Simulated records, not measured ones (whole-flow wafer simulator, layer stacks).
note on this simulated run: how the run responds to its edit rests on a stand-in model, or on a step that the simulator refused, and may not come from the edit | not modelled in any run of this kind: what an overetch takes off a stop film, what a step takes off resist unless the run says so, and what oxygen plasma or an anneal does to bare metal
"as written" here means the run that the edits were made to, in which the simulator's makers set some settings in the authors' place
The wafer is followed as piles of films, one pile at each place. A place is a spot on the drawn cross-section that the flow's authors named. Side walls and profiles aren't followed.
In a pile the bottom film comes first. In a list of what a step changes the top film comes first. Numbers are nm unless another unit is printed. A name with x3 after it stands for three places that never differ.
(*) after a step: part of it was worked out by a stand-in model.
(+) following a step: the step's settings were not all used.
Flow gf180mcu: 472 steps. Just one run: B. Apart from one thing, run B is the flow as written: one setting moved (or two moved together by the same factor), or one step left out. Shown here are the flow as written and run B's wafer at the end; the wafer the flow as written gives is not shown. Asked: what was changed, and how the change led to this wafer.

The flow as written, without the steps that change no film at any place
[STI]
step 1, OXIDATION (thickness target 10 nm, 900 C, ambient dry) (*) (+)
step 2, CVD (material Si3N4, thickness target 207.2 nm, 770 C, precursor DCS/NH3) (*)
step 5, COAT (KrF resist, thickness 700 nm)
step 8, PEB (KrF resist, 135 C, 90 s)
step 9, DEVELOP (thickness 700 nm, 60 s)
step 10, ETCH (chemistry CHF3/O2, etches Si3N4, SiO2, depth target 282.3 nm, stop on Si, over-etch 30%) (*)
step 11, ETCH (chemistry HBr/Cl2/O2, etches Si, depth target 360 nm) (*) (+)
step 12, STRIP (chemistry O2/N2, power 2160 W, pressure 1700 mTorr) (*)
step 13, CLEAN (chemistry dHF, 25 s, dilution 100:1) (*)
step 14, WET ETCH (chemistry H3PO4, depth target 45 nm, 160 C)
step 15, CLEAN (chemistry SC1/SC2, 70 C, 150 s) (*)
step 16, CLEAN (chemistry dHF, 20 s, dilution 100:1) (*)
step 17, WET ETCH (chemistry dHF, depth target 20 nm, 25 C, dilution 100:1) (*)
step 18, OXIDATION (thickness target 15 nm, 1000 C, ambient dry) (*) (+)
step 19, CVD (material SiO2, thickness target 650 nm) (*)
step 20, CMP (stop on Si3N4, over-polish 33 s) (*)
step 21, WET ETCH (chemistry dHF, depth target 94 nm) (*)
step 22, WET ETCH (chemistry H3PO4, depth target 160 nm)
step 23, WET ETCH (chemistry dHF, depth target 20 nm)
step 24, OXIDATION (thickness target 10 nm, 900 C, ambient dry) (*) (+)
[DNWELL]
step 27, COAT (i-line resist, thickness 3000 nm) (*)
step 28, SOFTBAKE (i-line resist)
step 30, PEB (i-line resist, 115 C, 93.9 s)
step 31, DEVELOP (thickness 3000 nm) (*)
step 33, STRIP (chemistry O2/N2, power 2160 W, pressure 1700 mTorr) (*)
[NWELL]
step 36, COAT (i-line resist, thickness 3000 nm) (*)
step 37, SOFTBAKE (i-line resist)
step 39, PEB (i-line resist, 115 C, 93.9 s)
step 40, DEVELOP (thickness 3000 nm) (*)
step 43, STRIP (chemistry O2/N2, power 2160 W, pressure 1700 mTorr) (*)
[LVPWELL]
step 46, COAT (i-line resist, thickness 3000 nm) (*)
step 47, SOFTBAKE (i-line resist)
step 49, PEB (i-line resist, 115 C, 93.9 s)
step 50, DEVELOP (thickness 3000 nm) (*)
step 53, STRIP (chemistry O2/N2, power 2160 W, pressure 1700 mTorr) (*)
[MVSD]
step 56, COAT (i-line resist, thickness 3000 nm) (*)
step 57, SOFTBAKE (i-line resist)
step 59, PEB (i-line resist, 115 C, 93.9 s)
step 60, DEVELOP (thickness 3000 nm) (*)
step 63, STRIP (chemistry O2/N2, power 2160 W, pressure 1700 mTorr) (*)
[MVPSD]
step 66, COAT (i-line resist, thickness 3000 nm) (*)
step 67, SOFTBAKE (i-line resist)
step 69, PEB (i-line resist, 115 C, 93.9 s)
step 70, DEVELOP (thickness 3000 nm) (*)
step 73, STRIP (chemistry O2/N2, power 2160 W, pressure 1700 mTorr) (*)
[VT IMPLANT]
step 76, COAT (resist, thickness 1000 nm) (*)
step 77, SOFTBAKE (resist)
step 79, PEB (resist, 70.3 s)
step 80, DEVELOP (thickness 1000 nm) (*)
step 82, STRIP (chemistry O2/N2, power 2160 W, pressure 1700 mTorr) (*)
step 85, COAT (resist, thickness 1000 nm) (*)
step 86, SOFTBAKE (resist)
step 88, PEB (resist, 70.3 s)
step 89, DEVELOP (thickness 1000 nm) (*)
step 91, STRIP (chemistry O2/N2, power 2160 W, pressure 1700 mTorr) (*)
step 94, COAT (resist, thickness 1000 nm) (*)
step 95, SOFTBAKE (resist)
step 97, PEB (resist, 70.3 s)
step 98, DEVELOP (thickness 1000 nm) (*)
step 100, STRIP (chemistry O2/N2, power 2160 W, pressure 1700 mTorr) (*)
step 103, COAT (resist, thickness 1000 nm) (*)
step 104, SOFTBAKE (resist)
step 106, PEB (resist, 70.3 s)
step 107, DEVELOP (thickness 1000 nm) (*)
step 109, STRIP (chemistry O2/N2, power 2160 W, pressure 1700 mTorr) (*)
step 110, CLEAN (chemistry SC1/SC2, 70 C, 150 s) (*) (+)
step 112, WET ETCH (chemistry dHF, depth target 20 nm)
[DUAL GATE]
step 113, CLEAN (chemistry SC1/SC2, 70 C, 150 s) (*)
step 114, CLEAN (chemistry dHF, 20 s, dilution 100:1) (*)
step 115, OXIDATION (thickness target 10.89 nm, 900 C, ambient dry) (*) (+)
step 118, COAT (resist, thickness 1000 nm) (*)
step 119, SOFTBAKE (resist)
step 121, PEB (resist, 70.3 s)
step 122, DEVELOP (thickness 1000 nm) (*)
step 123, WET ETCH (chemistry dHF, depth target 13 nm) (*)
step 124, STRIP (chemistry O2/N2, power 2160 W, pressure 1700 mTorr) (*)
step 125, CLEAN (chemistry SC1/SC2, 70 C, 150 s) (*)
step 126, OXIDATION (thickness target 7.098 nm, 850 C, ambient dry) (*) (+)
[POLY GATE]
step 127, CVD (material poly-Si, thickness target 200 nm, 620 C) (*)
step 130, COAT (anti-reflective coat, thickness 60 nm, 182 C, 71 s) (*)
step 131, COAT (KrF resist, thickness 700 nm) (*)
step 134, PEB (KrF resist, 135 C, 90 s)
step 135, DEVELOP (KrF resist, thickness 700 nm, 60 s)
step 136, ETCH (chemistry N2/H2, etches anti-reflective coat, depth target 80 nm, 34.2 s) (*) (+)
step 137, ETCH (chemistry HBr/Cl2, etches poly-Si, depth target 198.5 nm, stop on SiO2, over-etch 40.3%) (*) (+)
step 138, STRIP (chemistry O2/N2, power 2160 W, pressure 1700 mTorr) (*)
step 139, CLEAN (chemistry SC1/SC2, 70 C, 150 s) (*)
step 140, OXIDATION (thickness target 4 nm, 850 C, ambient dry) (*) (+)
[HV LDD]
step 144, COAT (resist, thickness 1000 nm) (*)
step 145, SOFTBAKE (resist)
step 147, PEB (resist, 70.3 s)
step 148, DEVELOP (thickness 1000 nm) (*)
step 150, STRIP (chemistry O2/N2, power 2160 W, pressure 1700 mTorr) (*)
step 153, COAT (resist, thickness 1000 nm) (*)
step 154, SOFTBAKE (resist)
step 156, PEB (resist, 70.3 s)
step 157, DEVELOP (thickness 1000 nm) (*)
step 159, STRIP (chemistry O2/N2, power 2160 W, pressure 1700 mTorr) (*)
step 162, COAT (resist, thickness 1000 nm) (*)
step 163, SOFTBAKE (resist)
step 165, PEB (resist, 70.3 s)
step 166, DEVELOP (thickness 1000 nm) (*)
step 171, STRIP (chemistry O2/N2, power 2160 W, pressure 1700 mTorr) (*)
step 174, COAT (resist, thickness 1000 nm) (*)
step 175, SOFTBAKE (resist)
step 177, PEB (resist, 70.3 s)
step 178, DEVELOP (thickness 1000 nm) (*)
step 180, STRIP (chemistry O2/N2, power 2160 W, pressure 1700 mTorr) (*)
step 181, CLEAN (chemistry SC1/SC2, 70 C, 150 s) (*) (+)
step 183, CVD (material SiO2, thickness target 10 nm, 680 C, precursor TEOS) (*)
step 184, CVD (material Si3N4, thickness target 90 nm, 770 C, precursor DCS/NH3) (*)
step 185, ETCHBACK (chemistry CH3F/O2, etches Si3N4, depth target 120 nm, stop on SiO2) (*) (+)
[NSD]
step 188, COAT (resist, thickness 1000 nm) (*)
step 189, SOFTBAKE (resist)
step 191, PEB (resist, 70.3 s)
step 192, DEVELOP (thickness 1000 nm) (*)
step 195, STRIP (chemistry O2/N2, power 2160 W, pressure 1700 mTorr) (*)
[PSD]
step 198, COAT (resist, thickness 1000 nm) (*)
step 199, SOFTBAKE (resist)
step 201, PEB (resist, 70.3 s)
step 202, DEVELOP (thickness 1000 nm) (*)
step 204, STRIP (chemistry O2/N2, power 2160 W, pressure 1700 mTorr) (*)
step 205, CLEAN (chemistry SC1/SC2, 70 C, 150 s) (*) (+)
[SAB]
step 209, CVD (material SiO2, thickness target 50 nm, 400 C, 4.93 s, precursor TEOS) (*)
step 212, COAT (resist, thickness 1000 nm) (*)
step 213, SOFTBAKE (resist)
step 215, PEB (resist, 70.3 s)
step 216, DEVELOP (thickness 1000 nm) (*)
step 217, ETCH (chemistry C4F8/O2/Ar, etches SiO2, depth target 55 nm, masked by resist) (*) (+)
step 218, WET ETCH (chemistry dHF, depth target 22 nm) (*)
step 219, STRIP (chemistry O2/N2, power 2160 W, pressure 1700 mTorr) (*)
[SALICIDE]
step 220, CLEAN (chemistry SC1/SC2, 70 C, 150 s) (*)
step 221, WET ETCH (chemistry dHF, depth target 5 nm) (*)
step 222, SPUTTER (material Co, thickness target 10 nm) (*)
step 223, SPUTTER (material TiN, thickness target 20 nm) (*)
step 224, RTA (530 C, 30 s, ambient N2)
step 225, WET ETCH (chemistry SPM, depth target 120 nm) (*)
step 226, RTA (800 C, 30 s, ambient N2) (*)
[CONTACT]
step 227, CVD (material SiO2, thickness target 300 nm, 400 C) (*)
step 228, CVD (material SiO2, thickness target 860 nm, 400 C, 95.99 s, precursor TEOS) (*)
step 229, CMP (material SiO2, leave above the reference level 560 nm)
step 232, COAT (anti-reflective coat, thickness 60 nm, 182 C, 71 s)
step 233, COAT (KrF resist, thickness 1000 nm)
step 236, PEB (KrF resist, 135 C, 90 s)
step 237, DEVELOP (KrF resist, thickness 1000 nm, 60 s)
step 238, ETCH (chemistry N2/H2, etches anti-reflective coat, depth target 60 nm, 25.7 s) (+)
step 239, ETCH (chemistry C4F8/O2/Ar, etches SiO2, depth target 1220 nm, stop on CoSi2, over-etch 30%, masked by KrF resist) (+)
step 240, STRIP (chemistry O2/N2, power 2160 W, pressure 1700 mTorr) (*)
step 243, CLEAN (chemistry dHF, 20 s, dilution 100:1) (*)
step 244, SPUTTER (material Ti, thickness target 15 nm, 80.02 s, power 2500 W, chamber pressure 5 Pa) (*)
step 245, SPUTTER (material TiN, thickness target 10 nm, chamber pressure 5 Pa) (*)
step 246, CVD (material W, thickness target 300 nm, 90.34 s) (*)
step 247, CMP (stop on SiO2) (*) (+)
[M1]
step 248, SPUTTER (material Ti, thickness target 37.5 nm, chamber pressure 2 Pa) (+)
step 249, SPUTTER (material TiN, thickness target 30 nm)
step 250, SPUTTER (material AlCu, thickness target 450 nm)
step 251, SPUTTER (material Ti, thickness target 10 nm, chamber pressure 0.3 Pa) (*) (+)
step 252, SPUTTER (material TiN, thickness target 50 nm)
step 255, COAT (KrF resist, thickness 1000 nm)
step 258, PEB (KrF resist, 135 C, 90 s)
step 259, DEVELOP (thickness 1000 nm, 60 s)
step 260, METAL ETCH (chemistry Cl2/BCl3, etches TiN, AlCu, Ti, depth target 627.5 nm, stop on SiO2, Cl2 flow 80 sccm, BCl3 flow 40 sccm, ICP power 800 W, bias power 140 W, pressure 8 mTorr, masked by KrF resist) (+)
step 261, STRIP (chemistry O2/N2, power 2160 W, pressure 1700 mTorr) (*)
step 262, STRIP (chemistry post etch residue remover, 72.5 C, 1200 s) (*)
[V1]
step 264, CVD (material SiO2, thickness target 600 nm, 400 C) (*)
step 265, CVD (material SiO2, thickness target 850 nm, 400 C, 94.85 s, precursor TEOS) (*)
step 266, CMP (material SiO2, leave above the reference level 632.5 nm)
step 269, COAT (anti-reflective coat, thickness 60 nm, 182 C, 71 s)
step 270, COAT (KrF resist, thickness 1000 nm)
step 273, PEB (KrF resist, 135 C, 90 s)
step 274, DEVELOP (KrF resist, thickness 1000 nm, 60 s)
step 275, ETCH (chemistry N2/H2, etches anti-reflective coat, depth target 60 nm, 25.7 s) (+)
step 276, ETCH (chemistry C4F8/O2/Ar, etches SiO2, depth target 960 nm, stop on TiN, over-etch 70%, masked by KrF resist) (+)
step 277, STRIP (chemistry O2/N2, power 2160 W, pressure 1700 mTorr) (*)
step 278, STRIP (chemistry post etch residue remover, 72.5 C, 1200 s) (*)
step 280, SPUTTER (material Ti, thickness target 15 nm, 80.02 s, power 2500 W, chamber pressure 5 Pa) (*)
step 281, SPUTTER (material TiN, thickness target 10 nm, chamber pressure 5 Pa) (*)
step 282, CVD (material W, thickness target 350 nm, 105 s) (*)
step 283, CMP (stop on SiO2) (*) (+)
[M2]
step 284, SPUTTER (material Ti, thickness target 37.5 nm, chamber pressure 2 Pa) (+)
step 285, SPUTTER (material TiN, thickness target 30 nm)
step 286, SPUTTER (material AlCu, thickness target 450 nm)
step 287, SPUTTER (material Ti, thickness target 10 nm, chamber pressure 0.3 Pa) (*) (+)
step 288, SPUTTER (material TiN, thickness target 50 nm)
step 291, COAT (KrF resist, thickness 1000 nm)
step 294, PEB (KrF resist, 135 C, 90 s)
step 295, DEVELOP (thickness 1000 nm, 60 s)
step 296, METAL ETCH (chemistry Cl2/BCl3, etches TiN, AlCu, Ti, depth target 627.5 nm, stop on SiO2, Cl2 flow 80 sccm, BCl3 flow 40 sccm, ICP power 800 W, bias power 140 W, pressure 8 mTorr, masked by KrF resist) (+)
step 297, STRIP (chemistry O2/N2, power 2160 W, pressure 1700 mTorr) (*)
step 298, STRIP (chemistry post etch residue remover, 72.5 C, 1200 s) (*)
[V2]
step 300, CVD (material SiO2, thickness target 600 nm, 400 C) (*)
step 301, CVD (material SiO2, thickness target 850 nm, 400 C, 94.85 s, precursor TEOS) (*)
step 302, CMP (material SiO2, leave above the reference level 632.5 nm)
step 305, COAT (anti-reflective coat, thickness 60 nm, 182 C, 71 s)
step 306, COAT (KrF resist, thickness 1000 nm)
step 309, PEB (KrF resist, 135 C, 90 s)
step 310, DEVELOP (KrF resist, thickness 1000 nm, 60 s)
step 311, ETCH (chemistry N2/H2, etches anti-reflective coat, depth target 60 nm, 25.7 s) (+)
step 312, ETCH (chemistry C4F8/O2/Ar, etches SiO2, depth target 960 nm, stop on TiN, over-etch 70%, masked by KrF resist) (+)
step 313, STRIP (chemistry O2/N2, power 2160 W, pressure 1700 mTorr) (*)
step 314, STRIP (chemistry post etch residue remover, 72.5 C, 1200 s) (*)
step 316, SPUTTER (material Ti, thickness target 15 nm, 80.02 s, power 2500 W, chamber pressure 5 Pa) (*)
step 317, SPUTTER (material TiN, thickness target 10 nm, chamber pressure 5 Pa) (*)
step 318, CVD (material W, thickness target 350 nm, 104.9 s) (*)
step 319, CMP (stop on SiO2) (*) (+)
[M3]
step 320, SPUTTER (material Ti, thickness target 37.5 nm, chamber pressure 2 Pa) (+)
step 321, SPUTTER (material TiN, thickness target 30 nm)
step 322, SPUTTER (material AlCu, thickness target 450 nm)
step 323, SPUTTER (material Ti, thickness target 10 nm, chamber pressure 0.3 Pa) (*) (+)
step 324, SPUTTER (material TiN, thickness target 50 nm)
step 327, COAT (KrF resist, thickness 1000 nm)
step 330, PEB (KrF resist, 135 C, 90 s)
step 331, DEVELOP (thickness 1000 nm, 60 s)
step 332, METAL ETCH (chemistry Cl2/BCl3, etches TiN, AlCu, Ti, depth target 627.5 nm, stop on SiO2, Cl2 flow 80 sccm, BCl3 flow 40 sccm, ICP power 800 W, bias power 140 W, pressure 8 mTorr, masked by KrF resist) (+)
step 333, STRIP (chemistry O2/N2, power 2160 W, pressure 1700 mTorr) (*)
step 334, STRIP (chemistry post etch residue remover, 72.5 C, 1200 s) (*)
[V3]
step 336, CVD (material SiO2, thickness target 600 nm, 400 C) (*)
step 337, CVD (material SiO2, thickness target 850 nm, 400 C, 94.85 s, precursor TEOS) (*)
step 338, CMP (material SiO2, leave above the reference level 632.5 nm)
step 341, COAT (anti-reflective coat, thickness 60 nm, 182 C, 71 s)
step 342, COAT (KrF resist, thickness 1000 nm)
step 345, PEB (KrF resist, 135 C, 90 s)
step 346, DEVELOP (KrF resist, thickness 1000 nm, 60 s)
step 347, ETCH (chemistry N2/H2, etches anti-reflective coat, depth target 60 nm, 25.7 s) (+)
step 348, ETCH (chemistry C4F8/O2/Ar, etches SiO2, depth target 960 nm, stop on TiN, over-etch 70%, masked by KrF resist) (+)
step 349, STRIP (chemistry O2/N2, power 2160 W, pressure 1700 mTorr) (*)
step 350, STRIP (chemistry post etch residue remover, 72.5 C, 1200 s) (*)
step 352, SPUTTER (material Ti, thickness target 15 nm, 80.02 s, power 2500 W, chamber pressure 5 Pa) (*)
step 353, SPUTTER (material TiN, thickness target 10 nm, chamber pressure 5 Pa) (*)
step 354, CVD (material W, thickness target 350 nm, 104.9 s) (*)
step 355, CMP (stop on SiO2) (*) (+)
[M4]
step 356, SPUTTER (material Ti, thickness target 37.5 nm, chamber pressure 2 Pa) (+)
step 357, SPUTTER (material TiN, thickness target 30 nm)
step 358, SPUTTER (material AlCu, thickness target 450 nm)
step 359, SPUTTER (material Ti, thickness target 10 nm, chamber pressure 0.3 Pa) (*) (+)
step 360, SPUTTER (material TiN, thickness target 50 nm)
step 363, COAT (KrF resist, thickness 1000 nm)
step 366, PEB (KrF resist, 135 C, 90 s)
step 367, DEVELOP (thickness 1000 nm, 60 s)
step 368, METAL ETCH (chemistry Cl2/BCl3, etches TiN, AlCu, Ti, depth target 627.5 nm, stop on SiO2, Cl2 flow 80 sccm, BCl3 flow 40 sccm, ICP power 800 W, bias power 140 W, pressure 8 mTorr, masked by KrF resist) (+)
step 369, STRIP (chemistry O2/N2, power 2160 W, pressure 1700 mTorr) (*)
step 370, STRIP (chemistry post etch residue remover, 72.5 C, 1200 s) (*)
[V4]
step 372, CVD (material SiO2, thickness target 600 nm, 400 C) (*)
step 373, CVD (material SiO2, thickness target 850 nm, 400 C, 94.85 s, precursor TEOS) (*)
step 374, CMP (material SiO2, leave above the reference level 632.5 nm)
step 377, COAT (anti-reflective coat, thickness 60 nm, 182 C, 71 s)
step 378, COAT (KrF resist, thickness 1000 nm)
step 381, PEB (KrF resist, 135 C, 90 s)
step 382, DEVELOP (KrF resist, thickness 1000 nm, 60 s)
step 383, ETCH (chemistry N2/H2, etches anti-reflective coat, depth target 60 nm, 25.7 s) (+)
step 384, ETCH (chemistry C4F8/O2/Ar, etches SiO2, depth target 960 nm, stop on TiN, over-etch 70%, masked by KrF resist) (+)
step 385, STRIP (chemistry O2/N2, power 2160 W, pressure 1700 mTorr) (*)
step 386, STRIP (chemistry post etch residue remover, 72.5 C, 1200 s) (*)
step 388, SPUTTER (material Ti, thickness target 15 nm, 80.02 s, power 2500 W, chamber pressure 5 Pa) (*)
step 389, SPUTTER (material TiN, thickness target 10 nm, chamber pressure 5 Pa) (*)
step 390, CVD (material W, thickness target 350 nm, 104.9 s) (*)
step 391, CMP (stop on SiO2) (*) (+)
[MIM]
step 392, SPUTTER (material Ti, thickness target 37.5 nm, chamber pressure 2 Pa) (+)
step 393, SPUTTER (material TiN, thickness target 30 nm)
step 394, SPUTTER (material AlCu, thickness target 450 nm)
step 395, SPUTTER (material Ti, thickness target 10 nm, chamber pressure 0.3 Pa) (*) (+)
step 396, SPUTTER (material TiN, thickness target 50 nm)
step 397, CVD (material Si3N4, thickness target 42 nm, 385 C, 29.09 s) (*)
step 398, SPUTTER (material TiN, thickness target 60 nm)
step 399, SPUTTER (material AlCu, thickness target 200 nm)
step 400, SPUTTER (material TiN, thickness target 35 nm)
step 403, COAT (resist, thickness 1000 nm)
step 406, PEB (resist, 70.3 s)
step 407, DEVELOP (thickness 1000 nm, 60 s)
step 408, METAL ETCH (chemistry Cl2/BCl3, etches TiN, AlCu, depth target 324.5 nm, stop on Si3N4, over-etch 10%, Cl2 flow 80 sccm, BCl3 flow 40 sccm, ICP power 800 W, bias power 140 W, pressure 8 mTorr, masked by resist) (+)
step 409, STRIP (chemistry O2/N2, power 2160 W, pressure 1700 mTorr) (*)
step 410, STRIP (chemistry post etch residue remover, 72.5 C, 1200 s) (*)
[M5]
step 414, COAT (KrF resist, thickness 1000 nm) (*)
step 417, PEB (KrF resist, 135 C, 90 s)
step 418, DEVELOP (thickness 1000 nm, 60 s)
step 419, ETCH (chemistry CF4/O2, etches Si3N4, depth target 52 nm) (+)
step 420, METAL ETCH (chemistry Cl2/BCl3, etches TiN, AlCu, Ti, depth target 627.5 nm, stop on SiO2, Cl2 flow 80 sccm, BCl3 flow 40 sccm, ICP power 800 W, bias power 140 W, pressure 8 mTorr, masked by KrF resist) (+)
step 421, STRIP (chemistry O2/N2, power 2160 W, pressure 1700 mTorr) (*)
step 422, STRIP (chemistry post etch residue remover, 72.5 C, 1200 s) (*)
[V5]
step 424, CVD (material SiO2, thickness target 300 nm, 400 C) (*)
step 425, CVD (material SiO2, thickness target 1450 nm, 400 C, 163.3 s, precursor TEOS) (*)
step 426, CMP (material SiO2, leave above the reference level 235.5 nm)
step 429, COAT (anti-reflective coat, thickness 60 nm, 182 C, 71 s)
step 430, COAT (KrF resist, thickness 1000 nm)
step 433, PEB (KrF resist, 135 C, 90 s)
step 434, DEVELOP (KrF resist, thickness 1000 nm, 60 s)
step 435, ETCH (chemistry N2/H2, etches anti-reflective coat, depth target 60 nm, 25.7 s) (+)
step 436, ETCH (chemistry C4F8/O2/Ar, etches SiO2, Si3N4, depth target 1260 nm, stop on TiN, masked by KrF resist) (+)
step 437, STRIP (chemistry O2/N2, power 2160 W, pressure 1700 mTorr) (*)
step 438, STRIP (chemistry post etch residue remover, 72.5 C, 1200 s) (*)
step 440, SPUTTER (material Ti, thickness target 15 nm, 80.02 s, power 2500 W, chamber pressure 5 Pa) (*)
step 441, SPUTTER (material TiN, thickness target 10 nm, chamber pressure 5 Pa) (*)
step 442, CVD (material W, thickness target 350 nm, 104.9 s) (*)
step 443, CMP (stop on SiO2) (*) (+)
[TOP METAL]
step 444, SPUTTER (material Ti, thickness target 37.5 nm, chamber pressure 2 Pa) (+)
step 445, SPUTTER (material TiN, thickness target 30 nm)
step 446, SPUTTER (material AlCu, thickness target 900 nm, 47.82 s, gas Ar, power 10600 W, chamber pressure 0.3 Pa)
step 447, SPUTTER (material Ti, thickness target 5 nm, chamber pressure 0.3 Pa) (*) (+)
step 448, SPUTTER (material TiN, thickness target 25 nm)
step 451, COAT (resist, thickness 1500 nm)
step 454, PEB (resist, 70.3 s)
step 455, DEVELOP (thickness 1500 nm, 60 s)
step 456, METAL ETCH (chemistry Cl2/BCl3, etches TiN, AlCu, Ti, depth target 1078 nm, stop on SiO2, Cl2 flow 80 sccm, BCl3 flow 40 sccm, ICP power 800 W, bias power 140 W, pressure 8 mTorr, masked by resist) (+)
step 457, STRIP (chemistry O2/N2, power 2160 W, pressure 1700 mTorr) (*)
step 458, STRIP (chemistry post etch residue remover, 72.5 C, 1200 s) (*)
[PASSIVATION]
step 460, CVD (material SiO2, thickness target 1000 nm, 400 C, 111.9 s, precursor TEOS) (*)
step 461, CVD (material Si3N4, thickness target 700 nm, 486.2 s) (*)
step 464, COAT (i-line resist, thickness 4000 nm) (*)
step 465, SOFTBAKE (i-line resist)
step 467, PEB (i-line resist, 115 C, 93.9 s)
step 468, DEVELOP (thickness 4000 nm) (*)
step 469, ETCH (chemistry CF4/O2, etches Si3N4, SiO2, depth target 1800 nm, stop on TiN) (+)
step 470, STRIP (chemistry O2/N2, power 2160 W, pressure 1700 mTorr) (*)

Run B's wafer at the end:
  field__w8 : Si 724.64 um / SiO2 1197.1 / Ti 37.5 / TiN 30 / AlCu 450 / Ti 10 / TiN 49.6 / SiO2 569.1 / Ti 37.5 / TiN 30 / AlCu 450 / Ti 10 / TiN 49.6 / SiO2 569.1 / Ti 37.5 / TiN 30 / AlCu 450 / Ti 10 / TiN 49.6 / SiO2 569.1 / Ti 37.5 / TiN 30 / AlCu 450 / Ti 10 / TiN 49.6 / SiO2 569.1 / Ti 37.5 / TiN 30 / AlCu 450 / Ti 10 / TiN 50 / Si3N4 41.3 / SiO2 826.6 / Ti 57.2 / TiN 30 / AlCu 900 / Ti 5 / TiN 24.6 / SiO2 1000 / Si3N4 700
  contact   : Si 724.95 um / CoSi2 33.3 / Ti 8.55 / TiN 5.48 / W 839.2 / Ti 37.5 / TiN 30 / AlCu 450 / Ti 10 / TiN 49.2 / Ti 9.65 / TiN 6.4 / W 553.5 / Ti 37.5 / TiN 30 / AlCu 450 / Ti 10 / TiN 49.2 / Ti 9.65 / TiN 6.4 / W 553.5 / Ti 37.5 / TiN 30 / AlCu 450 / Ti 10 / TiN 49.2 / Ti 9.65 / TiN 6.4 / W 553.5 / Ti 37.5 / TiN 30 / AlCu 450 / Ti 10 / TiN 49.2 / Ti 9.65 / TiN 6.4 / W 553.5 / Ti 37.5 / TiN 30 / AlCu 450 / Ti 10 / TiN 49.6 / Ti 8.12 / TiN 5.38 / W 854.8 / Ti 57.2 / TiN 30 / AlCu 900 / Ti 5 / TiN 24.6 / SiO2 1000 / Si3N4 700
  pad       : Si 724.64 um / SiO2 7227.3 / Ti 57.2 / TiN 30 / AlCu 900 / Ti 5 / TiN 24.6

Cause: step 444, SPUTTER: thickness target 57.2 nm was run, whereas the flow has thickness target 37.5 nm.
The wafer itself shows it: field__w8 has Ti 57.2, and step 444 as written asks for 37.5 nm.

Step by step, how the change led to this:
  step 444, SPUTTER (material Ti, thickness target 37.5 nm, chamber pressure 2 Pa) (+)
      field, field__w1, field__w2 and 109 more: +57.2 Ti (new film) (in the flow as written it would be: +37.5 Ti (new film))
  step 456, METAL ETCH (chemistry Cl2/BCl3, etches TiN, AlCu, Ti, depth target 1078 nm, stop on SiO2, Cl2 flow 80 sccm, BCl3 flow 40 sccm, ICP power 800 W, bias power 140 W, pressure 8 mTorr, masked by resist) (+)
      field, field__w1, field__w2 and 103 more: -25 TiN (all of it), -5 Ti (all of it), -900 AlCu (all of it), -30 TiN (all of it), -57.2 Ti (all of it) (in the flow as written it would be: -25 TiN (all of it), -5 Ti (all of it), -900 AlCu (all of it), -30 TiN (all of it), -37.5 Ti (all of it))
  step 465, SOFTBAKE (i-line resist)
      gate: -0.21 i-line resist (in the flow as written it would be: +1.79 i-line resist)
      ld_acc_p, ld_fp_p: +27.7 i-line resist (in the flow as written it would be: +33.8 i-line resist)
      (as well as at 63 more places)
